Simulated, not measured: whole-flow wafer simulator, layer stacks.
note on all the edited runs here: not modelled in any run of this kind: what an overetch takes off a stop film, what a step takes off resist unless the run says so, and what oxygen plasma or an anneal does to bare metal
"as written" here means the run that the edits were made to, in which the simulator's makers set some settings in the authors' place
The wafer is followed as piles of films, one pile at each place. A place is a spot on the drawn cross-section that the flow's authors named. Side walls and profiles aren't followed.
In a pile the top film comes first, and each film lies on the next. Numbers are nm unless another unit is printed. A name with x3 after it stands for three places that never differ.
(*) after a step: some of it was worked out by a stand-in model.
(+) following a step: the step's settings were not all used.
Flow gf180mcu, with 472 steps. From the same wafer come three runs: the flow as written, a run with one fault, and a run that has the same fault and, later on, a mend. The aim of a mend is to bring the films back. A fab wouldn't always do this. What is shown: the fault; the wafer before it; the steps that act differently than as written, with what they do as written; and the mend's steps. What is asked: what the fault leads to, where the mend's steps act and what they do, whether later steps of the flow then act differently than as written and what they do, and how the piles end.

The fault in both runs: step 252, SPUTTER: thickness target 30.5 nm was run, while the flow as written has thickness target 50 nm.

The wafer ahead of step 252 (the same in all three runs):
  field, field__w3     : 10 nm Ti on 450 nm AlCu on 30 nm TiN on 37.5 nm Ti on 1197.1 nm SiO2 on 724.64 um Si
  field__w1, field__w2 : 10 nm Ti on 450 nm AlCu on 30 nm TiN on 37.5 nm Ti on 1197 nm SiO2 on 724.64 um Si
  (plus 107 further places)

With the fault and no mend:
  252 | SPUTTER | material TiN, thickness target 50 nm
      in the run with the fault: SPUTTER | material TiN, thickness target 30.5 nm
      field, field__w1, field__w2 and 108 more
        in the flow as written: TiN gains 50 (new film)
        in the run with the fault: TiN gains 30.5 (new film)
  Steps further on in the flow that do not act as written (2 more steps, not shown, differ only slightly: by at most 2% or 0.5 nm, whichever is larger):
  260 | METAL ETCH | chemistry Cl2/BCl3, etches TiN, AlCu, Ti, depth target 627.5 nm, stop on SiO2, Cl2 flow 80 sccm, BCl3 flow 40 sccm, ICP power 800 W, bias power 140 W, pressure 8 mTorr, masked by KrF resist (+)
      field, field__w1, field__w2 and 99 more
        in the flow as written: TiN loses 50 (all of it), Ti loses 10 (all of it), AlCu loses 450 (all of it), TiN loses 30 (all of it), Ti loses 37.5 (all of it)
        in the run with the fault: TiN loses 30.5 (all of it), Ti loses 10 (all of it), AlCu loses 450 (all of it), TiN loses 30 (all of it), Ti loses 37.5 (all of it)
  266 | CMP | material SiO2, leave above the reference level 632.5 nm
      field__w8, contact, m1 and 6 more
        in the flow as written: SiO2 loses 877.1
        in the run with the fault: SiO2 loses 857.6
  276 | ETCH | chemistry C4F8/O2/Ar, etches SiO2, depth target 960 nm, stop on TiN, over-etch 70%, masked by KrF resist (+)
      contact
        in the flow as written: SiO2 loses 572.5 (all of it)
        in the run with the fault: SiO2 loses 592 (all of it)
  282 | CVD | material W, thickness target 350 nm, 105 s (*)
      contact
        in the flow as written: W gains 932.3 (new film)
        in the run with the fault: W gains 952 (new film)
  The piles end different from the flow's at field__w8, contact, m1 and 6 more by more than 2% or 0.5 nm, whichever is larger.
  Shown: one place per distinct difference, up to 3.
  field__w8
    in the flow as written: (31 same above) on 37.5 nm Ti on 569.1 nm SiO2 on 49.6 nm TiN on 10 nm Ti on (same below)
    in the run with the fault: (31 same above) on 37.5 nm Ti on 588.6 nm SiO2 on 30.1 nm TiN on 10 nm Ti on (same below)
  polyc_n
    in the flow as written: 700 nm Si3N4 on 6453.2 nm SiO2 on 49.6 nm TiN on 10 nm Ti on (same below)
    in the run with the fault: 700 nm Si3N4 on 6472.7 nm SiO2 on 30.1 nm TiN on 10 nm Ti on (same below)
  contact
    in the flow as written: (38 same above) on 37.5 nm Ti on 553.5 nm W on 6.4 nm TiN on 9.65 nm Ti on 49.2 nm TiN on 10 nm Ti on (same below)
    in the run with the fault: (38 same above) on 37.5 nm Ti on 573.2 nm W on 6.33 nm TiN on 9.54 nm Ti on 29.7 nm TiN on 10 nm Ti on (same below)

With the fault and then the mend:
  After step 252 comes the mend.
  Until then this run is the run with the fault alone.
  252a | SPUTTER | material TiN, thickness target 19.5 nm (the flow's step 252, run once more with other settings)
      field, field__w1, field__w2 and 108 more
        TiN gains 19.5
  Later steps of the flow that are run all act as written at every place that is followed.
  The piles end the same as the flow's at every place that both follow.
